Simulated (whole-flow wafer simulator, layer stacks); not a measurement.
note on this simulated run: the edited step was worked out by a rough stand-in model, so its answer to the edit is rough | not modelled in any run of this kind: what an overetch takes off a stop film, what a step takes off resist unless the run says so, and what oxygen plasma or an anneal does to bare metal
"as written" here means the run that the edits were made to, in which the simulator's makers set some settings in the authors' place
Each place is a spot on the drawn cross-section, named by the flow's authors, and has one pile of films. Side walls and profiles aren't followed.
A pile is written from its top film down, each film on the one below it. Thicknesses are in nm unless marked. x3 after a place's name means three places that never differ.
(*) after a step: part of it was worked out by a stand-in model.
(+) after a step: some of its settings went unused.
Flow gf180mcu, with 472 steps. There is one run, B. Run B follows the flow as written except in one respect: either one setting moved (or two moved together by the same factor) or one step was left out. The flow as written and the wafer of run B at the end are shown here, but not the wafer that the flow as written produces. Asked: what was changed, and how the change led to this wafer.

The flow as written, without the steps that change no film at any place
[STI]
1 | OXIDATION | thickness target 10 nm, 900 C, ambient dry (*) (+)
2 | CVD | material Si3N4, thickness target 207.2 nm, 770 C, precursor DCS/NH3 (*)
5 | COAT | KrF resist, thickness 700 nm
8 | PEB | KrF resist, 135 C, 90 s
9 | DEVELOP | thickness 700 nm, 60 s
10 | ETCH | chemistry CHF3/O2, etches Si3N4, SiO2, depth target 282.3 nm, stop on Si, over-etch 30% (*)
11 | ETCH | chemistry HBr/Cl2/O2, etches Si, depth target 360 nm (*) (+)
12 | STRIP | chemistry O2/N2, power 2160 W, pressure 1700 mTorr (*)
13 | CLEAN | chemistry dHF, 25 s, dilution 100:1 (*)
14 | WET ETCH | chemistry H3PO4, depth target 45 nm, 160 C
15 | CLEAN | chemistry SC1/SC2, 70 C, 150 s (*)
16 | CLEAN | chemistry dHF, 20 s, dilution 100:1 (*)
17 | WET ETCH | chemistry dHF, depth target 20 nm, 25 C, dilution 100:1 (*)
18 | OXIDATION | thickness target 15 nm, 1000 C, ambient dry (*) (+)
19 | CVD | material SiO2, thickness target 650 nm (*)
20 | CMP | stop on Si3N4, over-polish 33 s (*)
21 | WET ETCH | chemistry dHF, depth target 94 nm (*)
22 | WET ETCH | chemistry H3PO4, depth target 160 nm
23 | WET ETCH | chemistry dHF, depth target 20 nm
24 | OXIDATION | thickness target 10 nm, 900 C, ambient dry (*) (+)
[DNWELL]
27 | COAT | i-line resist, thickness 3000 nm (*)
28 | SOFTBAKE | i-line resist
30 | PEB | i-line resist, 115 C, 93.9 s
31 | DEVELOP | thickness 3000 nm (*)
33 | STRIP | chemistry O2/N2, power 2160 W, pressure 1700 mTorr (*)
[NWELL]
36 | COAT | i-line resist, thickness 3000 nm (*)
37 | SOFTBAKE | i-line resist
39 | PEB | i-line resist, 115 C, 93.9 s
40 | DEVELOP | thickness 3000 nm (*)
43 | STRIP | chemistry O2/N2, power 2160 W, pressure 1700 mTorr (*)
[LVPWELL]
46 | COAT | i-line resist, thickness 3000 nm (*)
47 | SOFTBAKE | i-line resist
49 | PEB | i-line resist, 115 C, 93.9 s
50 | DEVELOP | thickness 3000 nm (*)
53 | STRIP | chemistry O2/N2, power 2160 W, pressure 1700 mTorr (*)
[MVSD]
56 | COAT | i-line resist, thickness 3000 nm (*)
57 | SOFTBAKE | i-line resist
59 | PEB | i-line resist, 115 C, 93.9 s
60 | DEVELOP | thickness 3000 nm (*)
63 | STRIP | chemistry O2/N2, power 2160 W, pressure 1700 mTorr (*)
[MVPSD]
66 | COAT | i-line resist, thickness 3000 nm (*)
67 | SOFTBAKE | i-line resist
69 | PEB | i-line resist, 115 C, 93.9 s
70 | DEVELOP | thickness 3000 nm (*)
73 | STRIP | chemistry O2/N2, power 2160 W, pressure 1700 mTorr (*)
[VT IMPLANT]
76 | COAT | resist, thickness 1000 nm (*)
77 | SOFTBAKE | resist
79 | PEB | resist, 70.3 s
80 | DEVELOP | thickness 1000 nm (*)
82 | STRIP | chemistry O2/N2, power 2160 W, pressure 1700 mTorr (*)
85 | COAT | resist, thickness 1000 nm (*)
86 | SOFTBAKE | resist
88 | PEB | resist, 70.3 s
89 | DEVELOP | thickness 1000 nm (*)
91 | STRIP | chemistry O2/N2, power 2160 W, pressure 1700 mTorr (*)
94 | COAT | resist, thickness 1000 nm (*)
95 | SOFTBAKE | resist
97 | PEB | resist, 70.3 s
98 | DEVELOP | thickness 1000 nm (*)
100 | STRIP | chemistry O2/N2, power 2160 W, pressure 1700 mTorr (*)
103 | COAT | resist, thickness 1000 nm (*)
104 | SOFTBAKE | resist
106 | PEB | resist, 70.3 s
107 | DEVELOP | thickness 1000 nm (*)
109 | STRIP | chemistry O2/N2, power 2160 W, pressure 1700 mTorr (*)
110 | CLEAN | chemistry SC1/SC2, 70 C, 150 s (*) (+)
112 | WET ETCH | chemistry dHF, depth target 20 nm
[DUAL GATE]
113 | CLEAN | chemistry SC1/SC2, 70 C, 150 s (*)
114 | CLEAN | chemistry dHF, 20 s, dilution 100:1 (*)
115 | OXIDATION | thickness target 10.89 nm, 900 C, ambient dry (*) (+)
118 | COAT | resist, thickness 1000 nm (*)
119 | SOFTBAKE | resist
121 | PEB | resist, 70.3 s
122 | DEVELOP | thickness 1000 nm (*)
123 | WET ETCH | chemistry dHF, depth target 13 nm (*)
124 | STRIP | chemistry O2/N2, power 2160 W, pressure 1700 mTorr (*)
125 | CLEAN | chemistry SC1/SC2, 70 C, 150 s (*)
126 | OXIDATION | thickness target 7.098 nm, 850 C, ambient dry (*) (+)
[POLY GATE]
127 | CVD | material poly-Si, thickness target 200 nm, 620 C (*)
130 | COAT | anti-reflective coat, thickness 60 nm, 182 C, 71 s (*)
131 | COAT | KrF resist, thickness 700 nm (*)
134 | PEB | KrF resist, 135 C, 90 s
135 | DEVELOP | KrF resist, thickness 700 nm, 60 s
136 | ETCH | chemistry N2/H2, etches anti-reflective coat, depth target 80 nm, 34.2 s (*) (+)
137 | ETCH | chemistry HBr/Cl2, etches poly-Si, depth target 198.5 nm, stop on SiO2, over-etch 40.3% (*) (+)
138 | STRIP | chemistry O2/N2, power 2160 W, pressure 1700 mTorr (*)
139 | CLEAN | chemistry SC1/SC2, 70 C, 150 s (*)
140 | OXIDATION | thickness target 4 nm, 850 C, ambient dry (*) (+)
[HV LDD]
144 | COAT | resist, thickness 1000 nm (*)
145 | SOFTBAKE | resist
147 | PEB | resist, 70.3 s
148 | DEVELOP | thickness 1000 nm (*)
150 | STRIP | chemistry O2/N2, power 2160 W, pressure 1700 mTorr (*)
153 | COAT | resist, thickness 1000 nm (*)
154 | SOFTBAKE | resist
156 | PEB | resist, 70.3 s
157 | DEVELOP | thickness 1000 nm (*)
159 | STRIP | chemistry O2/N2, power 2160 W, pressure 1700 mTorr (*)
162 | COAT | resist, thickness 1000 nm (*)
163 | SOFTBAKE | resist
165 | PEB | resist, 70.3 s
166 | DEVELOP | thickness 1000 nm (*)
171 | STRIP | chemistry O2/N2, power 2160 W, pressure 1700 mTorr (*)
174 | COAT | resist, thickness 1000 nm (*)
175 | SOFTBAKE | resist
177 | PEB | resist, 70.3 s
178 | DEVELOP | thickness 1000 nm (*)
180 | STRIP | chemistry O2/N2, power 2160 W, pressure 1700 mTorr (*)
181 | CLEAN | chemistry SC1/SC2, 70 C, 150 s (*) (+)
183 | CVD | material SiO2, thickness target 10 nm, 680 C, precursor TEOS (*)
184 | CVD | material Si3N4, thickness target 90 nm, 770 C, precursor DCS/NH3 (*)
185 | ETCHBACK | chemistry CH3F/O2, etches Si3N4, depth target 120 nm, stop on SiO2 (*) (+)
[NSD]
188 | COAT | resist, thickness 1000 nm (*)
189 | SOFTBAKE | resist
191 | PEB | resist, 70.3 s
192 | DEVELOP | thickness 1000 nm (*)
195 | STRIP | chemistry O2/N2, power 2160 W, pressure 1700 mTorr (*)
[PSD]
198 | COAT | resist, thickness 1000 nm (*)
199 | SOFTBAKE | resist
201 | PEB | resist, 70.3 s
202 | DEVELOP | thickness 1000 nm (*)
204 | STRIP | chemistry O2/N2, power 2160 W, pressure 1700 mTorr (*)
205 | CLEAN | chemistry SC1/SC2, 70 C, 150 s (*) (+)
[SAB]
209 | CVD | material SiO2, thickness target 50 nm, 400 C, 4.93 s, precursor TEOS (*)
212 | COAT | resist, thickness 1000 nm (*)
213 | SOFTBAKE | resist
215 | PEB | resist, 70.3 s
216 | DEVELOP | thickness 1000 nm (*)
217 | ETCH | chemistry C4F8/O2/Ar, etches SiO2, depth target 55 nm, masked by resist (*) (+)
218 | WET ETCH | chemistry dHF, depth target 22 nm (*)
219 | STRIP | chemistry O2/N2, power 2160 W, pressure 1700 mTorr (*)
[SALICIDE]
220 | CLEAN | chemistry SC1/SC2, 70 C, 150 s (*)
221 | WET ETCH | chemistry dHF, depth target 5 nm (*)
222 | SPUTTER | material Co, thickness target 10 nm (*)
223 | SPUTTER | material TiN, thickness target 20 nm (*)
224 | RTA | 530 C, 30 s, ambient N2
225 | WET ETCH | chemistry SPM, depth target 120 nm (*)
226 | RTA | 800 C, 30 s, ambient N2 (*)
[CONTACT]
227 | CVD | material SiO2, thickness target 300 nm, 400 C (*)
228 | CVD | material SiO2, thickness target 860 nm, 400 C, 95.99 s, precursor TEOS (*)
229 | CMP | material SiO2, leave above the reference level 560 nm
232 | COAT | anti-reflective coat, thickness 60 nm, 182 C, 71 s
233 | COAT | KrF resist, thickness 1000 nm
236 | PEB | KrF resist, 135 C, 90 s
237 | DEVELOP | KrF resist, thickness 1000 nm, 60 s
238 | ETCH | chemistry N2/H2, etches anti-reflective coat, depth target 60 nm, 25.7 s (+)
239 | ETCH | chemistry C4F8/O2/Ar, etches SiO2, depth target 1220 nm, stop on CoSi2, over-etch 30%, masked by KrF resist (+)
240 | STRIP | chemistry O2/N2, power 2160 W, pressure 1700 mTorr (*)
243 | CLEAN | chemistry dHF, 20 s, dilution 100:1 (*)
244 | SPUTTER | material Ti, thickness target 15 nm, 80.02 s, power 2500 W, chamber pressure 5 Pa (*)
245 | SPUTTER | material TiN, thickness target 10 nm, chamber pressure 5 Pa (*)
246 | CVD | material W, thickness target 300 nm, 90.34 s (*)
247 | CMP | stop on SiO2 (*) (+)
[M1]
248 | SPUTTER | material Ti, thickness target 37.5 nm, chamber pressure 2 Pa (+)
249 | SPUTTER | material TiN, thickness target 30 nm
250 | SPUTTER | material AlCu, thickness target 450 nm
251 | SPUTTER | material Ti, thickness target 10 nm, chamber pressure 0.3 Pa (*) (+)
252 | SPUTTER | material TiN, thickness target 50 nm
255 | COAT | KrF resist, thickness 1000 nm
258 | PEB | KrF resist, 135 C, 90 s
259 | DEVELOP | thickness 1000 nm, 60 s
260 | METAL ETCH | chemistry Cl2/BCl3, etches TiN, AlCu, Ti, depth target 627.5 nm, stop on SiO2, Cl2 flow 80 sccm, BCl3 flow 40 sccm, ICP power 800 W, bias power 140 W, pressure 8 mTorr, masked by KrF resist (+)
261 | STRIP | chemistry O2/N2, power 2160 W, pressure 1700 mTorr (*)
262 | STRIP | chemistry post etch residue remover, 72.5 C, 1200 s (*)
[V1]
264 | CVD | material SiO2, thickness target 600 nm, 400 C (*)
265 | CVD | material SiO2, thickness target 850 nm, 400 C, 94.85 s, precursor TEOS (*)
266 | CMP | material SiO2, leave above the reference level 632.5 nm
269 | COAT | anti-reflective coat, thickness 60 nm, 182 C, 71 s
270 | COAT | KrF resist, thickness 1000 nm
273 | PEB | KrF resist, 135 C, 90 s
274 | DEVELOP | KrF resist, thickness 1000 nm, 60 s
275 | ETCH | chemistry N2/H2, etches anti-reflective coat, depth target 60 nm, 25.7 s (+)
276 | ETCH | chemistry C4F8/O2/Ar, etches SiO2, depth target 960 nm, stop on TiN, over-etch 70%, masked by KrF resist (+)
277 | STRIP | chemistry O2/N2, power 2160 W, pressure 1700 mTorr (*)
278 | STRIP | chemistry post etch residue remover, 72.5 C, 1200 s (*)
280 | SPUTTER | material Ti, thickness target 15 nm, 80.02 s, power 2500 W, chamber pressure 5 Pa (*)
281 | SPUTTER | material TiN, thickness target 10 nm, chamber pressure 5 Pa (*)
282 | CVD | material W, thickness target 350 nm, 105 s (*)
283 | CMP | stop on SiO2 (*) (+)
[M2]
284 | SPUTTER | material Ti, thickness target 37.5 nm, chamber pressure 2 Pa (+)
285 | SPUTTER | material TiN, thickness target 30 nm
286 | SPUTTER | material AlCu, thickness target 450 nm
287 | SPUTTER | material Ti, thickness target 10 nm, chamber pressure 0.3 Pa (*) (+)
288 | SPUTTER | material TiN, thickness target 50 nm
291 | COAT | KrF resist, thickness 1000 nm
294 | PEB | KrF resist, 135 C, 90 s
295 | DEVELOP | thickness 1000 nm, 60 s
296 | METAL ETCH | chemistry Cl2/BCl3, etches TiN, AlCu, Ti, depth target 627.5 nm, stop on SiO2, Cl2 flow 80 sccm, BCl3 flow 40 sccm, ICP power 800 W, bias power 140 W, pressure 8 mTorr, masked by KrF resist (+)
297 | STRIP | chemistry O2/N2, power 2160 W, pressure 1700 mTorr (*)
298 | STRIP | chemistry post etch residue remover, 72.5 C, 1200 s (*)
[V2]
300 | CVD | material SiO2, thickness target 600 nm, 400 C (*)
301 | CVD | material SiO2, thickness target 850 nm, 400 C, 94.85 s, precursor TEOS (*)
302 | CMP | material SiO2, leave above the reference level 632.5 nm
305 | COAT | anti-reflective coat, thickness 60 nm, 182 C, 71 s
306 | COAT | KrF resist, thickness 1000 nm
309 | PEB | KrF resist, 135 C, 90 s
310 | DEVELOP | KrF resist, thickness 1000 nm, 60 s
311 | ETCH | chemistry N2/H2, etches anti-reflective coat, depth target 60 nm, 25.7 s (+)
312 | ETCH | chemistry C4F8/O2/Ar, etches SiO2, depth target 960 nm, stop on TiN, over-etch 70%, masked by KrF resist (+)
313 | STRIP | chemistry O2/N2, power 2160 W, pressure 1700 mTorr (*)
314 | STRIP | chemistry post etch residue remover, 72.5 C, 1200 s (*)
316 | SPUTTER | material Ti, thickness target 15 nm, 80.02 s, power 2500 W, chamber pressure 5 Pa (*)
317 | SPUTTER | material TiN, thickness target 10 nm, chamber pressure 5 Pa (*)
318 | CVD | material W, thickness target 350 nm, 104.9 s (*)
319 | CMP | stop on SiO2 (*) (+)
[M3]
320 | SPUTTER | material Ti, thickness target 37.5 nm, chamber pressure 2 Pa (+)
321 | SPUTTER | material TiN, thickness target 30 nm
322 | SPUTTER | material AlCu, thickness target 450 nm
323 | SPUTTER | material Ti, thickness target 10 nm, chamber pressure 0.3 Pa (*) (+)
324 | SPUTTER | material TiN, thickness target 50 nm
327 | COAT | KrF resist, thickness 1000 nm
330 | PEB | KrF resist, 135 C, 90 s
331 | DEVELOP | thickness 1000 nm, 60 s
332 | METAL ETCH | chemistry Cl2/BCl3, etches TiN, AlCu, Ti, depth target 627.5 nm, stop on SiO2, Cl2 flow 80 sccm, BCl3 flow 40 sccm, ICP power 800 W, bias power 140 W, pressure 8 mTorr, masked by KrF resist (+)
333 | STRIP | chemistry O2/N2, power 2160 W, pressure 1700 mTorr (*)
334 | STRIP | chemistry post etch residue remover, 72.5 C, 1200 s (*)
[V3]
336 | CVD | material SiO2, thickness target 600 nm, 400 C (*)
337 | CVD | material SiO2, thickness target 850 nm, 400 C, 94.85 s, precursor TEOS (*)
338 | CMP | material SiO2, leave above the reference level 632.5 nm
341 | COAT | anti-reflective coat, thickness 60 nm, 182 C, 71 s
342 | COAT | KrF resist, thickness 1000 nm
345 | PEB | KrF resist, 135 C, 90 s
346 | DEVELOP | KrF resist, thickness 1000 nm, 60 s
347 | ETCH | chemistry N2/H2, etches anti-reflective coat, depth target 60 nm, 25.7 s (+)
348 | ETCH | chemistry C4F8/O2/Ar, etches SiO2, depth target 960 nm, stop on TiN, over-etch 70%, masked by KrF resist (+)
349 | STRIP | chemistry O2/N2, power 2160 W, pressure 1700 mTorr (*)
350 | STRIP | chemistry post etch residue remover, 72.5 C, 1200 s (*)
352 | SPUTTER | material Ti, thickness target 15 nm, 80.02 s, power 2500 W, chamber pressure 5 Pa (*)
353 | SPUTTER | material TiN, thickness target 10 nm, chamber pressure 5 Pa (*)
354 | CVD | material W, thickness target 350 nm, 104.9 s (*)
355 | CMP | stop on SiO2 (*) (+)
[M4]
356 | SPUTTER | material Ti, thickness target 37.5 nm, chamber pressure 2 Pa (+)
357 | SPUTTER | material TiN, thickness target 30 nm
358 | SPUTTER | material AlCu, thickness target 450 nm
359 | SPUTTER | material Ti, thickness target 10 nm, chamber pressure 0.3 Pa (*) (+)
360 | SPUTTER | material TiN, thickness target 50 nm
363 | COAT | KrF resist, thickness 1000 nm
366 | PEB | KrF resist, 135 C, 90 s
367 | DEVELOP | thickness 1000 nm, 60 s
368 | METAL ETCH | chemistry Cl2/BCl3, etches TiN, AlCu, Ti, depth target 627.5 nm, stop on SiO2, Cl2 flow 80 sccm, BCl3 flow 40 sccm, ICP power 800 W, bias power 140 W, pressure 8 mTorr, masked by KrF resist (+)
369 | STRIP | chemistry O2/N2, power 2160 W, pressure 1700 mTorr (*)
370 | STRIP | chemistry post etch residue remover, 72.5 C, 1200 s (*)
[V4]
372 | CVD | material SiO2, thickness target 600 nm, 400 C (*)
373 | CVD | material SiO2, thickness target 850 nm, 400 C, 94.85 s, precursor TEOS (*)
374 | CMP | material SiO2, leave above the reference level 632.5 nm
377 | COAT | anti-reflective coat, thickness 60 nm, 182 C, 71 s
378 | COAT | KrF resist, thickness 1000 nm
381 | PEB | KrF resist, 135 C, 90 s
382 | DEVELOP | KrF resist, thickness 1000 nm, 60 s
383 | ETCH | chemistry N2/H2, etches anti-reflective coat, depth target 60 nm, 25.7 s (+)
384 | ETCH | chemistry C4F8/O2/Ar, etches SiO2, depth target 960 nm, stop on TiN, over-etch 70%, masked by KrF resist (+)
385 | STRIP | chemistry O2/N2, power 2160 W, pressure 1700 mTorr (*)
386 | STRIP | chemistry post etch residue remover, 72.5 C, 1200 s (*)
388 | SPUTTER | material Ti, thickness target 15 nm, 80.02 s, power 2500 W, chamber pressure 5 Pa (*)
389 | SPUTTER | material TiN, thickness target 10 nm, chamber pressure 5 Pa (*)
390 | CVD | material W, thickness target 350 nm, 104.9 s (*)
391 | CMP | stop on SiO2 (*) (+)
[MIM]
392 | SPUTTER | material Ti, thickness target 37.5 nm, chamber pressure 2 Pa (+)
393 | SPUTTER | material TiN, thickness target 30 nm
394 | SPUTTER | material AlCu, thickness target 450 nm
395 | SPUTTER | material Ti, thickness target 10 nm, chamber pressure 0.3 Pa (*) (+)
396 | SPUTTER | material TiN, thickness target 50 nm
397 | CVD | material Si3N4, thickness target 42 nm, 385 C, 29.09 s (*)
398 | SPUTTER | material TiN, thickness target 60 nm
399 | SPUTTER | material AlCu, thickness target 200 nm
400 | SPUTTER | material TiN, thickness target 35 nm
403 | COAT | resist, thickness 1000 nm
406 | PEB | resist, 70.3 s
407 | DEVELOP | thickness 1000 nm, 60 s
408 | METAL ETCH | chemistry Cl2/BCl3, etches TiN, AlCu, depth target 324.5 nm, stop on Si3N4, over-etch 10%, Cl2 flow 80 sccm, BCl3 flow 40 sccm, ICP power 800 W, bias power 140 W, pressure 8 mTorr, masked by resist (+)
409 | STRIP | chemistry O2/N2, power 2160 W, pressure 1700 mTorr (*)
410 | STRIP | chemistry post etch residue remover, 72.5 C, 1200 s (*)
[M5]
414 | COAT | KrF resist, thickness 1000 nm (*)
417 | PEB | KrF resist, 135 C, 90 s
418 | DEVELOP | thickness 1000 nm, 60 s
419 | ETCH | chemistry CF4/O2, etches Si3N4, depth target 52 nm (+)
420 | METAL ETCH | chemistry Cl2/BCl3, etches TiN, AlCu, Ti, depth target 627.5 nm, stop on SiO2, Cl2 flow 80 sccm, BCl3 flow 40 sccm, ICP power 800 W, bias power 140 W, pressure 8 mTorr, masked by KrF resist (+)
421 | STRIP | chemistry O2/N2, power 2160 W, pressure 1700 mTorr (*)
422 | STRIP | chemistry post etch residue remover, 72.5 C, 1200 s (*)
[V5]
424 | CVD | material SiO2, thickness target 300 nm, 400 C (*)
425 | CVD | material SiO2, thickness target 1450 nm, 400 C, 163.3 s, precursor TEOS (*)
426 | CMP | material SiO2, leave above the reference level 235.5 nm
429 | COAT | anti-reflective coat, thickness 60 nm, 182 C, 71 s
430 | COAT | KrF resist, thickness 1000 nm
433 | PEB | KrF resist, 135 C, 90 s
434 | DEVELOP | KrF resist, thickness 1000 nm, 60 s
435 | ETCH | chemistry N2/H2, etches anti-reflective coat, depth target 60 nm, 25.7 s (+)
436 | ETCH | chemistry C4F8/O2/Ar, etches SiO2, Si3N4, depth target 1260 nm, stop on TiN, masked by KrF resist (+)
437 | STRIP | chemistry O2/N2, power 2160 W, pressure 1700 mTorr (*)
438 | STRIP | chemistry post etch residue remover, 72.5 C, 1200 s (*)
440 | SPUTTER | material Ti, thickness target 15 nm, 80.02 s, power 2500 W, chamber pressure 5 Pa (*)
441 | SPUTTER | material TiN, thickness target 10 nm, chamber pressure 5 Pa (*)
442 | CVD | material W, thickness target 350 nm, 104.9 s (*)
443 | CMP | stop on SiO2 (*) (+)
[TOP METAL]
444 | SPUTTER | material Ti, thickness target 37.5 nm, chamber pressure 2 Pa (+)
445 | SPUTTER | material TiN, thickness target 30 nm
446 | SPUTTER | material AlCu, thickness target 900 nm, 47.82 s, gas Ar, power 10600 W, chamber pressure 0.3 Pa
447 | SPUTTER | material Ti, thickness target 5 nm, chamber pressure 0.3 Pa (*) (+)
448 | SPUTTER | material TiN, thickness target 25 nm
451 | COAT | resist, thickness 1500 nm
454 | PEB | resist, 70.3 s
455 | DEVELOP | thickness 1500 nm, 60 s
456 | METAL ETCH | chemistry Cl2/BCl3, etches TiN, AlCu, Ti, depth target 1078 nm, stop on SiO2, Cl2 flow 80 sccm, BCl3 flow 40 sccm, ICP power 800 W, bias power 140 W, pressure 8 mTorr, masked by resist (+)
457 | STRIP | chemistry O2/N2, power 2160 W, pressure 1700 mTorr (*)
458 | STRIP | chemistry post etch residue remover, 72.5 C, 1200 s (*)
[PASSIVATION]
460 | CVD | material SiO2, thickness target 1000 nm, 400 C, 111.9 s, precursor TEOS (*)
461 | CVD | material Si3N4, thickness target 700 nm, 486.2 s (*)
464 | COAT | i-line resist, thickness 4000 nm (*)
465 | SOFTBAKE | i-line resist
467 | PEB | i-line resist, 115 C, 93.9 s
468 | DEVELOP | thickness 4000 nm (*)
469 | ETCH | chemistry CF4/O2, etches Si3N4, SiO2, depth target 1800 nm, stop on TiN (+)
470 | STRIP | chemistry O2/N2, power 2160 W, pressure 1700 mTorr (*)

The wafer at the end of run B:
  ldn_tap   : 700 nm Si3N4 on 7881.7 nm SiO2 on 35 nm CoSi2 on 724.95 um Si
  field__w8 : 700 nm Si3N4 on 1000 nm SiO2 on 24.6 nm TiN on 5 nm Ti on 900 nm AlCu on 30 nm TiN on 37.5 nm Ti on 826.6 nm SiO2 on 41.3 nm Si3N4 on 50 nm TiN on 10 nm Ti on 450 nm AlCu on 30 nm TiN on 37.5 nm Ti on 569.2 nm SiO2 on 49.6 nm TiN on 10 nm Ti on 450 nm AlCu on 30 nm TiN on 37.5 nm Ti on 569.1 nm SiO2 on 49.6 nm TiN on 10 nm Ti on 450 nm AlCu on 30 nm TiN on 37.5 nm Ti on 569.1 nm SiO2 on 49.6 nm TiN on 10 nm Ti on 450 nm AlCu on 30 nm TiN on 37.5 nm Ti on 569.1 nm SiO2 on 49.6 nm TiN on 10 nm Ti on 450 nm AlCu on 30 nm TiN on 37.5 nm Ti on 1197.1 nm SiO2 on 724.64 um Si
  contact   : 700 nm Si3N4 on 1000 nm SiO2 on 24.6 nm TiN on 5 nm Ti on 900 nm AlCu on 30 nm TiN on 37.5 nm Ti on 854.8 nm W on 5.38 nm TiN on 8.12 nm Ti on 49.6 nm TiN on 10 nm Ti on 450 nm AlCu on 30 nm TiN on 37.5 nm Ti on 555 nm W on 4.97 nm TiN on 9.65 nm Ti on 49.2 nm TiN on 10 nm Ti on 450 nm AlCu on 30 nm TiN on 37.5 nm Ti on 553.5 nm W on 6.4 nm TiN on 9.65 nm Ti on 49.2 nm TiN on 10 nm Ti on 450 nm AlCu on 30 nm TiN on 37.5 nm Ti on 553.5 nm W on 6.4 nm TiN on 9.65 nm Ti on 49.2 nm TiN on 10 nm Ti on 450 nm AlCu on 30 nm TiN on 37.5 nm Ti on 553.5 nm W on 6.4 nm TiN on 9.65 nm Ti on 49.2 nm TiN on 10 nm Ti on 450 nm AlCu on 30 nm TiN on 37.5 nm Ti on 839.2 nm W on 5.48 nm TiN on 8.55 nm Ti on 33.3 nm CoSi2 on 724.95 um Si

The reason: step 389, SPUTTER: thickness target 7.75 nm was run, though the flow has thickness target 10 nm.

The path from the change to this, step by step:
  389 | SPUTTER | material TiN, thickness target 10 nm, chamber pressure 5 Pa (*)
      field, field__w1, field__w2 and 107 more: TiN gains 7.75 (new film) (as written it would have been: TiN gains 10 (new film))
      contact: TiN gains 4.97 (new film) (as written it would have been: TiN gains 6.4 (new film))
  391 | CMP | stop on SiO2 (*) (+)
      field, field__w1, field__w2 and 107 more: W loses 350 (all of it), TiN loses 7.75 (all of it), Ti loses 15 (all of it), SiO2 loses 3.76 (as written it would have been: W loses 350 (all of it), TiN loses 10 (all of it), Ti loses 15 (all of it), SiO2 loses 3.78)
